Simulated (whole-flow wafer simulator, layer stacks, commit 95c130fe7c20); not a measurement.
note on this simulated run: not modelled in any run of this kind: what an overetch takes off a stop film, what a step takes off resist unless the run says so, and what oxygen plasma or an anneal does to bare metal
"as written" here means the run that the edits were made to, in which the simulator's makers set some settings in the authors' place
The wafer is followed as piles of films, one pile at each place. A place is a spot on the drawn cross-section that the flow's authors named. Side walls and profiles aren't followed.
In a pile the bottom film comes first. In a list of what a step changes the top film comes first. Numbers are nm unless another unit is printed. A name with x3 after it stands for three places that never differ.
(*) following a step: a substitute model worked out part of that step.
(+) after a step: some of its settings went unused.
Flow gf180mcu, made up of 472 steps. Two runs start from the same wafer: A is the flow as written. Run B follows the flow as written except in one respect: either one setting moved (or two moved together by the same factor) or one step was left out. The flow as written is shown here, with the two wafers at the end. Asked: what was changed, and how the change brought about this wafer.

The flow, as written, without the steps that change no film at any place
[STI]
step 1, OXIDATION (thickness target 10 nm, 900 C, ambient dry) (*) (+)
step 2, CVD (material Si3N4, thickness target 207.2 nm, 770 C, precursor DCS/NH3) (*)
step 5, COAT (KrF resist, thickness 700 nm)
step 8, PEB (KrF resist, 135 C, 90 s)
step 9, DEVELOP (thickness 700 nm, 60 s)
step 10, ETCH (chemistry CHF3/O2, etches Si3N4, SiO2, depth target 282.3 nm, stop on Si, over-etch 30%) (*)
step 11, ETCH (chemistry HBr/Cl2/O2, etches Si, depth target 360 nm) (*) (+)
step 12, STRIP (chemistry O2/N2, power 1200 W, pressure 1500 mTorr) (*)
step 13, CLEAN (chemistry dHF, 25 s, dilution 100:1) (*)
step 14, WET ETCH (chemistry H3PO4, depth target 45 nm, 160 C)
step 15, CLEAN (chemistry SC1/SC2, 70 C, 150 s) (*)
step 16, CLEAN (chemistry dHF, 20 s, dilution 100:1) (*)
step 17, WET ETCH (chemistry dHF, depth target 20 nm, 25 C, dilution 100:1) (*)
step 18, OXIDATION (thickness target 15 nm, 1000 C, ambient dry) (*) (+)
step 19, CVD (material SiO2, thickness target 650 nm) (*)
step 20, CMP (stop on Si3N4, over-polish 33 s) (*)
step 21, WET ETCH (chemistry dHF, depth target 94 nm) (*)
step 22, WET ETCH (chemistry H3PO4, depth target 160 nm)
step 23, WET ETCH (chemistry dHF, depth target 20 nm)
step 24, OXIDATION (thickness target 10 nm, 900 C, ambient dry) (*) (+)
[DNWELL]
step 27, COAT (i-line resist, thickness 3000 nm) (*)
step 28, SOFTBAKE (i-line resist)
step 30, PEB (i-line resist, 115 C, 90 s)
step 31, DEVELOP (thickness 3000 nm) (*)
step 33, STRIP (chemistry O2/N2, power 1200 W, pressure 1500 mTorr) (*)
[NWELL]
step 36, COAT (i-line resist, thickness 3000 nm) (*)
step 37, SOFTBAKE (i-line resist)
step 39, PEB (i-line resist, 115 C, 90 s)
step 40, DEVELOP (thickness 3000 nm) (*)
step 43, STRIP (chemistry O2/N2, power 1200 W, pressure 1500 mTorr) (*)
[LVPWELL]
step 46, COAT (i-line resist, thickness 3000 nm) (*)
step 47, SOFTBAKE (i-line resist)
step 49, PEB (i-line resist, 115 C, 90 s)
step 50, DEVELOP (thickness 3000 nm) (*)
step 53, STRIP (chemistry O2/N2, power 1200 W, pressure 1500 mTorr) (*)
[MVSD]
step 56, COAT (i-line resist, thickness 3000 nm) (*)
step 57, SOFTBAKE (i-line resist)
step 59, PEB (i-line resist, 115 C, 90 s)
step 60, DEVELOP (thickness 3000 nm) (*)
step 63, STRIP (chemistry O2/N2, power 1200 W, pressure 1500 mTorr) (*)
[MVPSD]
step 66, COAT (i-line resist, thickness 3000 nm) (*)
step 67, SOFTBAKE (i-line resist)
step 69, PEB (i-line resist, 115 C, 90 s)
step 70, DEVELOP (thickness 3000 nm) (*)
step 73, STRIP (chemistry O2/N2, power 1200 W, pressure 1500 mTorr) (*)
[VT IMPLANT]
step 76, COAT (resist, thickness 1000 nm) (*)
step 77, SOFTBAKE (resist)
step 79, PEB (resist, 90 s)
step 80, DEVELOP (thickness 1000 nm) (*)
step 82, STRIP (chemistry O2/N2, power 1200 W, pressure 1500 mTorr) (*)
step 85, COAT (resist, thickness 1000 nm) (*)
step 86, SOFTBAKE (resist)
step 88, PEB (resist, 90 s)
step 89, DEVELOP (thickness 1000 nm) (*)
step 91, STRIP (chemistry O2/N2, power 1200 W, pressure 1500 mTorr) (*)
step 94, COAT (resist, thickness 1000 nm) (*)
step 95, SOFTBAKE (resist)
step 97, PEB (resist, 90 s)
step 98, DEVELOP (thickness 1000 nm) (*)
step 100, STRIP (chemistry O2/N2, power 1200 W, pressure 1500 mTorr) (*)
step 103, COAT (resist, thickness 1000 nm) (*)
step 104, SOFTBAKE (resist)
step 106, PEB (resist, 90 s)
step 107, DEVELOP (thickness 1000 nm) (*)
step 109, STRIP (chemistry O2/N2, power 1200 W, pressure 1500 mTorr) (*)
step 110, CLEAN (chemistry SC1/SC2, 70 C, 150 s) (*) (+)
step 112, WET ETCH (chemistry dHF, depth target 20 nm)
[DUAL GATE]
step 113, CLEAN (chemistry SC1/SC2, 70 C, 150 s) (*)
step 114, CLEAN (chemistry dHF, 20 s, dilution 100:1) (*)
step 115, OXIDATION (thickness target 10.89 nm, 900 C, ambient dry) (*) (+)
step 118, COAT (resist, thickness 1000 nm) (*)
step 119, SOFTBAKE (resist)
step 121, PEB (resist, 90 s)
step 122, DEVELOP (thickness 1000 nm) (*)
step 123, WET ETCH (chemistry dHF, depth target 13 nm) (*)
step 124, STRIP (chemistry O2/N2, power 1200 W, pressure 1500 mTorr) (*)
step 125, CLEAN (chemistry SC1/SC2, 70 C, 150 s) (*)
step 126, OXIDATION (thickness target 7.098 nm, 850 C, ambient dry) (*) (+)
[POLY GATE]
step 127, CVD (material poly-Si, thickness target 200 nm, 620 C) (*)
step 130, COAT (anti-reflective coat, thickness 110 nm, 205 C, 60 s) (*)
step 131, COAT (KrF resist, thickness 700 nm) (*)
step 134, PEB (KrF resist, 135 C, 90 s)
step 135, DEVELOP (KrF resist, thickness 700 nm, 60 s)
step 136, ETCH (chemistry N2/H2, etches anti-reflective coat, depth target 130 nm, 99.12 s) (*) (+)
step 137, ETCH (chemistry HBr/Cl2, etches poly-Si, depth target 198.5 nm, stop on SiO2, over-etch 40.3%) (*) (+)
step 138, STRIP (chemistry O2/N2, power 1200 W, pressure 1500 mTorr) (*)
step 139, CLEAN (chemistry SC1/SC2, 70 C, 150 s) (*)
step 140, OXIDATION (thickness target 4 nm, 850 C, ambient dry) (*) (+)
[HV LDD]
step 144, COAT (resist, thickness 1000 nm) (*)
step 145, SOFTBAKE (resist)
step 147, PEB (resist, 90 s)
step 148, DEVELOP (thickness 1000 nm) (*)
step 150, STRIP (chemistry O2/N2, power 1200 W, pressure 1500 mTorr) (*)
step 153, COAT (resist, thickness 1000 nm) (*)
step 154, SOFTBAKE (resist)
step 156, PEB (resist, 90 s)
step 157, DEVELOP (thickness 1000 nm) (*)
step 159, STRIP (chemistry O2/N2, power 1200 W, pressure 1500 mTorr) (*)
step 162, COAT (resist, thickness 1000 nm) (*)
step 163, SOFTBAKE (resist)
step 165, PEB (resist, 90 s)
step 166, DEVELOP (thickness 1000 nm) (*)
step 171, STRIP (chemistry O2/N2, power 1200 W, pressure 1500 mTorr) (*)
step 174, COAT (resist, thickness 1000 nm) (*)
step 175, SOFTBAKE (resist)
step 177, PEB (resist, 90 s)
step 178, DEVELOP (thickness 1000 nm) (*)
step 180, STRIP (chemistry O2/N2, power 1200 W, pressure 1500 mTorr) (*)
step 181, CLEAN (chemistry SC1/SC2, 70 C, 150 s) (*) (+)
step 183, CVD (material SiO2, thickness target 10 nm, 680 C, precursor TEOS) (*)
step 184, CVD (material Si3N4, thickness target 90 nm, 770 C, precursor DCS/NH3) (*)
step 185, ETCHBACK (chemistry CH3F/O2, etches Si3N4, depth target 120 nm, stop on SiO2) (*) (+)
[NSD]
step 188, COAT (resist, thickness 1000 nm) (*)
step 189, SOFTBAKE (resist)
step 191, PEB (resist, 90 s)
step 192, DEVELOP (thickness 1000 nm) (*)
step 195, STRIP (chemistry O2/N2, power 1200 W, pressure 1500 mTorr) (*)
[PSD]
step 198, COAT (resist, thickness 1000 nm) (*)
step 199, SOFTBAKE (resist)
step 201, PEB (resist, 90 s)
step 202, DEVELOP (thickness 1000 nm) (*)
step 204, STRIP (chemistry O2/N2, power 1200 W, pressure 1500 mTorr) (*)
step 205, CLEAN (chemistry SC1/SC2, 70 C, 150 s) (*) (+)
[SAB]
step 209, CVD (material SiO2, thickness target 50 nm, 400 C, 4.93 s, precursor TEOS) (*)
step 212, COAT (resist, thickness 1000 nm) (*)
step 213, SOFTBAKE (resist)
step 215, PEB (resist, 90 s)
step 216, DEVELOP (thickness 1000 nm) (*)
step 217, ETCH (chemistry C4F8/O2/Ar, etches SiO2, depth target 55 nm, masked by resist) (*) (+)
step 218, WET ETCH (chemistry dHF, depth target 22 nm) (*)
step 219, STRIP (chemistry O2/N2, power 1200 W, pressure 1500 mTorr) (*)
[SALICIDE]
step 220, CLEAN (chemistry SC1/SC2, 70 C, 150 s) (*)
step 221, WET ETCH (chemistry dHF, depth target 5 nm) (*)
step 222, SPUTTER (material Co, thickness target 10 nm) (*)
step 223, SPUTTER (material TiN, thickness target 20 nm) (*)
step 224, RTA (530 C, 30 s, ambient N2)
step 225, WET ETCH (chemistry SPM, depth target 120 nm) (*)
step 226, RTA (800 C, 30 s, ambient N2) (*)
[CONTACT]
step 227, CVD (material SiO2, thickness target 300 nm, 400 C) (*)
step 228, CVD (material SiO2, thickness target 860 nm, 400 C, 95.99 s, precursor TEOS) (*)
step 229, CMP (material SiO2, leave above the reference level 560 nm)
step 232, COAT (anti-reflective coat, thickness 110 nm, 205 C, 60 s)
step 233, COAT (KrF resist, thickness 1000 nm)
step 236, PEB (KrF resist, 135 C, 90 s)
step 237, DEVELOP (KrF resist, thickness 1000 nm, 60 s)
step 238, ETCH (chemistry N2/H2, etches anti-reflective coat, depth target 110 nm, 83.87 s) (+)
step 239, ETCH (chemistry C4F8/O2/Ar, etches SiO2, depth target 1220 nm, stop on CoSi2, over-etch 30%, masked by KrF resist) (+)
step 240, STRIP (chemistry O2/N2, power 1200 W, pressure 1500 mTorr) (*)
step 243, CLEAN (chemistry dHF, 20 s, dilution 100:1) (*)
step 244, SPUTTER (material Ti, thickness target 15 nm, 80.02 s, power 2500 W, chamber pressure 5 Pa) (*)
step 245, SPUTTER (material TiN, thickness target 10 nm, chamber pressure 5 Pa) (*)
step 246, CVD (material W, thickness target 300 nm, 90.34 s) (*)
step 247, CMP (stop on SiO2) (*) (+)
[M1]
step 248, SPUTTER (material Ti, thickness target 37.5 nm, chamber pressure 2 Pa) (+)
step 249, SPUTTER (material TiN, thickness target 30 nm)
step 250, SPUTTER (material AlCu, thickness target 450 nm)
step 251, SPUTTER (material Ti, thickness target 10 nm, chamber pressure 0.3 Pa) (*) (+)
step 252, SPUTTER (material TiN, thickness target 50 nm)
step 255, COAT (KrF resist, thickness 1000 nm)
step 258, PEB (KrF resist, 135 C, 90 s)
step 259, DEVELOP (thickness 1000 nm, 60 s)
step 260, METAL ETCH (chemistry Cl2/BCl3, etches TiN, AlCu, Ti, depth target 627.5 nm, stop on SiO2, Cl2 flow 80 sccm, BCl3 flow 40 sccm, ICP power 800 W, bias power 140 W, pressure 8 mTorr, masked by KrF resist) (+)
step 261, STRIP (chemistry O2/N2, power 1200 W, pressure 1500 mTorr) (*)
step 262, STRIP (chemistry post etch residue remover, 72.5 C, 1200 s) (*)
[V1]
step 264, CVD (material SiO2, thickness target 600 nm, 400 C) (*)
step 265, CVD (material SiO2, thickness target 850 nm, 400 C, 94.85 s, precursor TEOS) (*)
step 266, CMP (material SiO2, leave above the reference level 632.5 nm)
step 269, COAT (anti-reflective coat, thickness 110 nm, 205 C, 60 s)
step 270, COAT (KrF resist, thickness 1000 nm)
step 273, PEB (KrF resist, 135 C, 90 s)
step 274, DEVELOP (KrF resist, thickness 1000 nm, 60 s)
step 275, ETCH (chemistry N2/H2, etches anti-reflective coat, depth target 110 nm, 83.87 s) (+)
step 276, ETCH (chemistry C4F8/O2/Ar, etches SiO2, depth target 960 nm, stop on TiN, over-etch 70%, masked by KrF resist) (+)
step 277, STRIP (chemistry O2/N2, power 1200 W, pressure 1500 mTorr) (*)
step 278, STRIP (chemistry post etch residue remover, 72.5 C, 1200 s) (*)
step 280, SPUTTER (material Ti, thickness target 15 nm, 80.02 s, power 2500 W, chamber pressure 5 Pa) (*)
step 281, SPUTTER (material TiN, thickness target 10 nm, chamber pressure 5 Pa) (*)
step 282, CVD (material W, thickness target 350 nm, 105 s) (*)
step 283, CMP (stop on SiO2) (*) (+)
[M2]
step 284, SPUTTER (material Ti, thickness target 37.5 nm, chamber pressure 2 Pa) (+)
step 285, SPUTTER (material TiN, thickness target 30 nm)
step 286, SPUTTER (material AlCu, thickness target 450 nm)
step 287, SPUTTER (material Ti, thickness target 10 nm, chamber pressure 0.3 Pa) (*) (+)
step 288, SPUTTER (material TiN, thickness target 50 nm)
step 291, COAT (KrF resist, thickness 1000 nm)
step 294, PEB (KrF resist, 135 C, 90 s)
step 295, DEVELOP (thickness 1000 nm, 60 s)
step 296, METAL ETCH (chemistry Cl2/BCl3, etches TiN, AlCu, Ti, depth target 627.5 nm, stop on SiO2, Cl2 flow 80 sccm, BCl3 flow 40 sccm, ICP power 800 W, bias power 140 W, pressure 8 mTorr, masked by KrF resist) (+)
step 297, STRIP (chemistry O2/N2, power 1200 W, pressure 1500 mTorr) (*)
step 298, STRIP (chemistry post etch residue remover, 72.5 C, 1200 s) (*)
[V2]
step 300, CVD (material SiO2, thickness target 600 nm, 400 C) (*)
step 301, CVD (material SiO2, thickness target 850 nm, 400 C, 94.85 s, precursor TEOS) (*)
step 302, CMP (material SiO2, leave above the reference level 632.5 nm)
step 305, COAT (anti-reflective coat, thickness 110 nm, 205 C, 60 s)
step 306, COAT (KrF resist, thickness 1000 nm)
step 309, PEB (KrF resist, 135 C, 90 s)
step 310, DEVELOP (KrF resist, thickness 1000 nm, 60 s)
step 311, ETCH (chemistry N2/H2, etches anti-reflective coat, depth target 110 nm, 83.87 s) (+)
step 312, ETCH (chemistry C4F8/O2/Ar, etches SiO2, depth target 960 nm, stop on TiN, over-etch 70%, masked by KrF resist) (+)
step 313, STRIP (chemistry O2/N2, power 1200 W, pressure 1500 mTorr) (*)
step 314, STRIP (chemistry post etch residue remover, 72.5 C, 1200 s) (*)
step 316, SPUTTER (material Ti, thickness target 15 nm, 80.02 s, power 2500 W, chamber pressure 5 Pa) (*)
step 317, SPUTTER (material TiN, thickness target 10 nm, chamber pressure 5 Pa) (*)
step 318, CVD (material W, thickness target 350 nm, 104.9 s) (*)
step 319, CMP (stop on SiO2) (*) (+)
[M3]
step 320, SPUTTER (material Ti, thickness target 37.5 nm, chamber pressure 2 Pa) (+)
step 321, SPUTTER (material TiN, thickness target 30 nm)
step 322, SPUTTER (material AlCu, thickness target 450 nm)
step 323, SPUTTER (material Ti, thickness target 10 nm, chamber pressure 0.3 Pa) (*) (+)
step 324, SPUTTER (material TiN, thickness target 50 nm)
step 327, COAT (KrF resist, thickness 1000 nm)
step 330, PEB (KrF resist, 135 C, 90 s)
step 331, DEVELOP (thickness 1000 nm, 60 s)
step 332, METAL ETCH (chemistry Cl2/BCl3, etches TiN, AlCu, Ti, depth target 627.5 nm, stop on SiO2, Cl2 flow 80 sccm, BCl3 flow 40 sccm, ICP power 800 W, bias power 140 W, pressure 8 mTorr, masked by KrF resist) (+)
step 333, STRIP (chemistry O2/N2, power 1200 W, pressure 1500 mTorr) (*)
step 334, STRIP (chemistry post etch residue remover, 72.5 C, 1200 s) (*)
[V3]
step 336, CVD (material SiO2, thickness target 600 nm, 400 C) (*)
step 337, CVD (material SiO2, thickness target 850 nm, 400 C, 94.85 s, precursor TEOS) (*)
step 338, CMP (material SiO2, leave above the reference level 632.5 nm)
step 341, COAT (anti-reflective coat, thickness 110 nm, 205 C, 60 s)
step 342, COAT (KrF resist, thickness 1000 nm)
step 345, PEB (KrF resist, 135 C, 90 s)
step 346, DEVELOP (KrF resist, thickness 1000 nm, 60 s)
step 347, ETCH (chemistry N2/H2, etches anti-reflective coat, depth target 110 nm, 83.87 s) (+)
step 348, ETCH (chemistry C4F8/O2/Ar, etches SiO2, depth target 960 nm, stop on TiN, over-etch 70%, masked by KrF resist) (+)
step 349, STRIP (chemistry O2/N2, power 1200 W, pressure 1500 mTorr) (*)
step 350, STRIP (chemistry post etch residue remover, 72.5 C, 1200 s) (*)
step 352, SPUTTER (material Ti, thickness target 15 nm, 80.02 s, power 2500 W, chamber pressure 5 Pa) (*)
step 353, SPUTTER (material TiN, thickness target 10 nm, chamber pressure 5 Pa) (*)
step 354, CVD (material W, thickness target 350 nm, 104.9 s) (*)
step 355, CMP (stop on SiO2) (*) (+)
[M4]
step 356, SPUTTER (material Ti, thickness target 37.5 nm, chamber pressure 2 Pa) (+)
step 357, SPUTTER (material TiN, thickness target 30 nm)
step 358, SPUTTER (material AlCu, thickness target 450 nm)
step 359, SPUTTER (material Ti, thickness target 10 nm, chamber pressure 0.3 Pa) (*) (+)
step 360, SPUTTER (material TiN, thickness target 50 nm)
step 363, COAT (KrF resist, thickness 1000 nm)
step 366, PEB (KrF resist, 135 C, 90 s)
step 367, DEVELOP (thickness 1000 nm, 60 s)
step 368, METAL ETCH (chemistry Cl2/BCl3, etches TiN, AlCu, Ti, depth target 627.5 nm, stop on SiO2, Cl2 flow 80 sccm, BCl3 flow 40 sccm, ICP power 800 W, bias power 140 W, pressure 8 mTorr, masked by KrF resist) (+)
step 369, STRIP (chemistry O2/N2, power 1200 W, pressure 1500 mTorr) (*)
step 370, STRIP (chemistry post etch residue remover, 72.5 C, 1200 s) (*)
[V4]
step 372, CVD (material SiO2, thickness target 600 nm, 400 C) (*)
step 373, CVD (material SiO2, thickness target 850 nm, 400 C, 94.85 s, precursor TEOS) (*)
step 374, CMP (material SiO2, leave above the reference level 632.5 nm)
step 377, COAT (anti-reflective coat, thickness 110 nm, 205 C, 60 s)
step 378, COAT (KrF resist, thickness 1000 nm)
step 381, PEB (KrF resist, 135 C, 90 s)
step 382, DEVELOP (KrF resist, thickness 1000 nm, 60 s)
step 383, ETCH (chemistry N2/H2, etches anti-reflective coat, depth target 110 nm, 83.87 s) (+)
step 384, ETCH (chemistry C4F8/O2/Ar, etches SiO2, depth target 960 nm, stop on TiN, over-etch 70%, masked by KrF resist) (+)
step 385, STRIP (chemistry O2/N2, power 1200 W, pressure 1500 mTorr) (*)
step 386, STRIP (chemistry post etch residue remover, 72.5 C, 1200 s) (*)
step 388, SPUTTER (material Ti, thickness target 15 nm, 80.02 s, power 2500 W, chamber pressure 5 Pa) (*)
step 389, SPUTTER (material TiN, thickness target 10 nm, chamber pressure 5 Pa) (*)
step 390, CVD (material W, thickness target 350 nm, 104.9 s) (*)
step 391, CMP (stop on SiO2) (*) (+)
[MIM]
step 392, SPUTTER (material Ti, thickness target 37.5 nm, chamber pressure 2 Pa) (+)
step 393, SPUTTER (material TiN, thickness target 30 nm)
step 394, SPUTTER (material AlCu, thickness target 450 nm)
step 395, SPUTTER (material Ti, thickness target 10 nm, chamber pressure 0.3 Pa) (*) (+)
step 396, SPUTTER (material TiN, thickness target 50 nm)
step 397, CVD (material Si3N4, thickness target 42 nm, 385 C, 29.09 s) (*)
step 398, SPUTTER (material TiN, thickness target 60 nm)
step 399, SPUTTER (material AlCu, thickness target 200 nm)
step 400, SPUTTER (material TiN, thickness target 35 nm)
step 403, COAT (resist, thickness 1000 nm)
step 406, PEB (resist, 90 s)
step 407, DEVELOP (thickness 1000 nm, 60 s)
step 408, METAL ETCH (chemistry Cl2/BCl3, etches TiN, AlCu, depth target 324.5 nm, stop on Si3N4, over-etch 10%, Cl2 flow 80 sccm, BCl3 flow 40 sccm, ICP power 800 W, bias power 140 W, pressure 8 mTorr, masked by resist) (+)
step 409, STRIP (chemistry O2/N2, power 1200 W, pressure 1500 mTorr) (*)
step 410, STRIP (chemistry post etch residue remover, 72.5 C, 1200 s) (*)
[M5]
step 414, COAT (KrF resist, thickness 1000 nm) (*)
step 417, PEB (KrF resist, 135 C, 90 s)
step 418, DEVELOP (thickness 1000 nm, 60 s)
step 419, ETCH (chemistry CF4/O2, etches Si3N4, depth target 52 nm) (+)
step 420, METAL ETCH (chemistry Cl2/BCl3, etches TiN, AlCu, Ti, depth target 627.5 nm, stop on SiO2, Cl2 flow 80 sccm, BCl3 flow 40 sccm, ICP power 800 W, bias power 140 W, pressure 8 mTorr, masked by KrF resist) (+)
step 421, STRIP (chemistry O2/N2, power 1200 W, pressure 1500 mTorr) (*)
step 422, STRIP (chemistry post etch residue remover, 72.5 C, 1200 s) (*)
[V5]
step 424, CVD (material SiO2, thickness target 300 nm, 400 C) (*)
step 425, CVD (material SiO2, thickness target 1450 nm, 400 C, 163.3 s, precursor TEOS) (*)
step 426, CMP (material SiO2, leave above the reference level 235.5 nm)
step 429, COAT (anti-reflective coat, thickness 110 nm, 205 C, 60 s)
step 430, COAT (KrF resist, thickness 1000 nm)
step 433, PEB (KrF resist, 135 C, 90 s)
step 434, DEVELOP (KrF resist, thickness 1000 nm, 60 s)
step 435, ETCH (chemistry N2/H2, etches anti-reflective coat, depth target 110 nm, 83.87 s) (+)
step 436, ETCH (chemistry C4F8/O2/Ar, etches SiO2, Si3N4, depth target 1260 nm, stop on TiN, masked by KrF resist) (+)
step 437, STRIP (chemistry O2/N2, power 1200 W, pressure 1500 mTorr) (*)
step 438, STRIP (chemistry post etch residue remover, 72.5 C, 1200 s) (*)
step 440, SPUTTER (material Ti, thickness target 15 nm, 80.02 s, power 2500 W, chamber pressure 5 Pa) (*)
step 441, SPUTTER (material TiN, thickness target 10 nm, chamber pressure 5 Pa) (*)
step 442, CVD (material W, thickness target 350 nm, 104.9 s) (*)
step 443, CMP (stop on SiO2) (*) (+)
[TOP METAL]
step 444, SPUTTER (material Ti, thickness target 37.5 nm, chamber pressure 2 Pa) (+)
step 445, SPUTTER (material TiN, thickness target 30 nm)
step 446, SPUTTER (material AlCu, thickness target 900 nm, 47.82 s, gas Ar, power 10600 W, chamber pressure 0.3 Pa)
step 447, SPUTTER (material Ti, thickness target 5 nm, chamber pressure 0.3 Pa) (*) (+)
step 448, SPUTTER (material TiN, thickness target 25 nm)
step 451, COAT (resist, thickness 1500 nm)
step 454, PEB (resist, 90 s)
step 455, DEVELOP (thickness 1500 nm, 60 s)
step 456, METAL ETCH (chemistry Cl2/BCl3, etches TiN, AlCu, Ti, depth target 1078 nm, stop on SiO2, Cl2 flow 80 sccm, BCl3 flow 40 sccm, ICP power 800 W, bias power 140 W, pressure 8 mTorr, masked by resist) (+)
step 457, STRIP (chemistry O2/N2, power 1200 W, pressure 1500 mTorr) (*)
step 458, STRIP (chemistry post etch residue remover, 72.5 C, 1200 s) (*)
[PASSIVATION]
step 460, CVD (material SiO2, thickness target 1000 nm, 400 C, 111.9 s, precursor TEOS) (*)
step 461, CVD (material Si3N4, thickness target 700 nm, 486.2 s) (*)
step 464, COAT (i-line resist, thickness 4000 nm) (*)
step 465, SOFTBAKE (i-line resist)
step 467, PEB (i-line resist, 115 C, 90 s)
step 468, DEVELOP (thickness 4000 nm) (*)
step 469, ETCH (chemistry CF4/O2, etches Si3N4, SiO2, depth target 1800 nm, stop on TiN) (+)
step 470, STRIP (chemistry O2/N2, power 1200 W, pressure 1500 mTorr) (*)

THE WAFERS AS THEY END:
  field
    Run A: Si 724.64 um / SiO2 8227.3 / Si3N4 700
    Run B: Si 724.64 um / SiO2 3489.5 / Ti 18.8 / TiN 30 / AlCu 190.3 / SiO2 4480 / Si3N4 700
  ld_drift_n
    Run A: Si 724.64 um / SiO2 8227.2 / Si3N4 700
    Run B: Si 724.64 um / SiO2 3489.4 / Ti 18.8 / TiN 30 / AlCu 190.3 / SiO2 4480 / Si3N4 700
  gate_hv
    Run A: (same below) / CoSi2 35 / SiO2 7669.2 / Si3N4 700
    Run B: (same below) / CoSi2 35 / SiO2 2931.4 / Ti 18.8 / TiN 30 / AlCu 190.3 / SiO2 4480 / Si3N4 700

What caused this: step 320, SPUTTER: thickness target 18.8 nm was run, whereas the flow has thickness target 37.5 nm; step 332, METAL ETCH: depth target 314 nm was run, where the flow has depth target 627.5 nm.

The path from the change to this, step by step:
  step 320, SPUTTER (material Ti, thickness target 37.5 nm, chamber pressure 2 Pa) (+)
      field, field__w1, field__w2 and 108 more: A +37.5 Ti (new film) | B +18.8 Ti (new film)
  step 332, METAL ETCH (chemistry Cl2/BCl3, etches TiN, AlCu, Ti, depth target 627.5 nm, stop on SiO2, Cl2 flow 80 sccm, BCl3 flow 40 sccm, ICP power 800 W, bias power 140 W, pressure 8 mTorr, masked by KrF resist) (+)
      field, field__w1, field__w2 and 103 more: A -50 TiN (all of it), -10 Ti (all of it), -450 AlCu (all of it), -30 TiN (all of it), -37.5 Ti (all of it) | B -50 TiN (all of it), -10 Ti (all of it), -254 AlCu
      field__w8, contact, m1, m1__w1, m1_nw: A -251 KrF resist | B -125.6 KrF resist
  step 333, STRIP (chemistry O2/N2, power 1200 W, pressure 1500 mTorr) (*)
      field__w8, contact, m1, m1__w1, m1_nw: A -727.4 KrF resist (all of it) | B -852.8 KrF resist (all of it)
  step 334, STRIP (chemistry post etch residue remover, 72.5 C, 1200 s) (*)
      field, field__w1, field__w2 and 103 more: A nothing | B -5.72 AlCu
  step 336, CVD (material SiO2, thickness target 600 nm, 400 C) (*)
      field, field__w1, field__w2 and 103 more: A +600 SiO2 | B +600 SiO2 (new film)
  step 338, CMP (material SiO2, leave above the reference level 632.5 nm)
      field, field__w1, field__w2 and 103 more: A -300 SiO2 | B -557.8 SiO2
If metal films that touch count as one body, field has 1 body; the flow as written gives 0 bodies.
If metal films that touch count as one body, ld_drift_n has 1 body; the flow as written gives 0 bodies.
If metal films that touch count as one body, gate_hv has 2 bodies (between them, from the top down: SiO2 2931.4); the flow as written gives 1 body.
